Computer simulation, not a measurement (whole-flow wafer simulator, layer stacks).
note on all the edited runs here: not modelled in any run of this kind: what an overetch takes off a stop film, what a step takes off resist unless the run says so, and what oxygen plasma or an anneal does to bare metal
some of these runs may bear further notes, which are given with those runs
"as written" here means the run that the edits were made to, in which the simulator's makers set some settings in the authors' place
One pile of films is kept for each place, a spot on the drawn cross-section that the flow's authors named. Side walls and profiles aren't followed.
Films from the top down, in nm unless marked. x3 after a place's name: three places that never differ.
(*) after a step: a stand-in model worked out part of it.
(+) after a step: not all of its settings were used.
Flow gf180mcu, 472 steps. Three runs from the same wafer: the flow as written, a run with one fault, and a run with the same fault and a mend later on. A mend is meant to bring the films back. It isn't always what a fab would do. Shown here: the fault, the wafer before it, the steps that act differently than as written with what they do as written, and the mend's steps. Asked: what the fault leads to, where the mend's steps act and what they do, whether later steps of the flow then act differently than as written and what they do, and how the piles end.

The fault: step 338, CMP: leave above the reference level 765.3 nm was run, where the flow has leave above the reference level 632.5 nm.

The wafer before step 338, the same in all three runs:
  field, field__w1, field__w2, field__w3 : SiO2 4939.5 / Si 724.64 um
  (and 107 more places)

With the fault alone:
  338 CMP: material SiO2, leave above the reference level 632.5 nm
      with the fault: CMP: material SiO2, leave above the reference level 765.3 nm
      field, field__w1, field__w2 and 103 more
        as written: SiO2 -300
        with the fault: SiO2 -167.2
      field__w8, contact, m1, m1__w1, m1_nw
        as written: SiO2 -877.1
        with the fault: SiO2 -744.3
  Later steps of the flow that act differently than as written (1 more step differs only slightly, by at most 2% or 0.5 nm, whichever is larger, and isn't shown):
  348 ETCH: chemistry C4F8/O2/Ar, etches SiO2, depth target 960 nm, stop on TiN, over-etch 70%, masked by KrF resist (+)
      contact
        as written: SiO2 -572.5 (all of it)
        with the fault: SiO2 -705.3 (all of it)
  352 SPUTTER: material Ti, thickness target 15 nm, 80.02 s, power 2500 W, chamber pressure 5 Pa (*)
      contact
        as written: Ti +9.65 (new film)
        with the fault: Ti +8.94 (new film)
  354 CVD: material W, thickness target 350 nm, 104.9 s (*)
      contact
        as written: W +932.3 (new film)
        with the fault: W +1066.3 (new film)
  At the end the piles differ from the flow's by more than 2% or 0.5 nm, whichever is larger, at field__w4, field__w8, contact and 9 more.
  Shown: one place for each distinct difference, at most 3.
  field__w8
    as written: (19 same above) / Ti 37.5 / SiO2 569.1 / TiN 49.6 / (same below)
    with the fault: (19 same above) / Ti 37.5 / SiO2 701.9 / TiN 49.6 / (same below)
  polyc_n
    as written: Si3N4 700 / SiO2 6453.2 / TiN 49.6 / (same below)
    with the fault: Si3N4 700 / SiO2 6586 / TiN 49.6 / (same below)
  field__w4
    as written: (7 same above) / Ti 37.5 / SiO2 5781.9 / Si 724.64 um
    with the fault: (7 same above) / Ti 37.5 / SiO2 5914.7 / Si 724.64 um

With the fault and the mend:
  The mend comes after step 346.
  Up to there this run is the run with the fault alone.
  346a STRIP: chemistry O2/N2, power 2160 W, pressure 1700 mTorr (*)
      field, field__w1, field__w2 and 107 more
        KrF resist -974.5 (all of it), anti-reflective coat -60 (all of it)
      contact
        anti-reflective coat -60 (all of it)
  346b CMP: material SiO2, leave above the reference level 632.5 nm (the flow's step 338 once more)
      field, field__w1, field__w2 and 108 more
        SiO2 -132.8
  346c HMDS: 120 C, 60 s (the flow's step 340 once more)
      changes no film at any place that is followed
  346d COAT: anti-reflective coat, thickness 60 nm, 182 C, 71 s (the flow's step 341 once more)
      field, field__w1, field__w2 and 108 more
        anti-reflective coat +60 (new film)
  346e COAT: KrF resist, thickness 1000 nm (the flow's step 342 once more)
      field, field__w1, field__w2 and 108 more
        KrF resist +1000 (new film)
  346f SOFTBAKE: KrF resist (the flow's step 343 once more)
      changes no film at any place that is followed
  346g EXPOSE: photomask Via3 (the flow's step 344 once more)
      changes no film at any place that is followed
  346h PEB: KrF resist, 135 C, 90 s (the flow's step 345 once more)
      field, field__w1, field__w2 and 108 more
        KrF resist -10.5
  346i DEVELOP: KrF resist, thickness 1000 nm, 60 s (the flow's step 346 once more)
      field, field__w1, field__w2 and 107 more
        KrF resist -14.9
      contact
        KrF resist -989.5 (all of it)
  No later step of the flow acts differently than as written at any place that is followed.
  At the end the piles are the same as the flow's at every place that both follow.
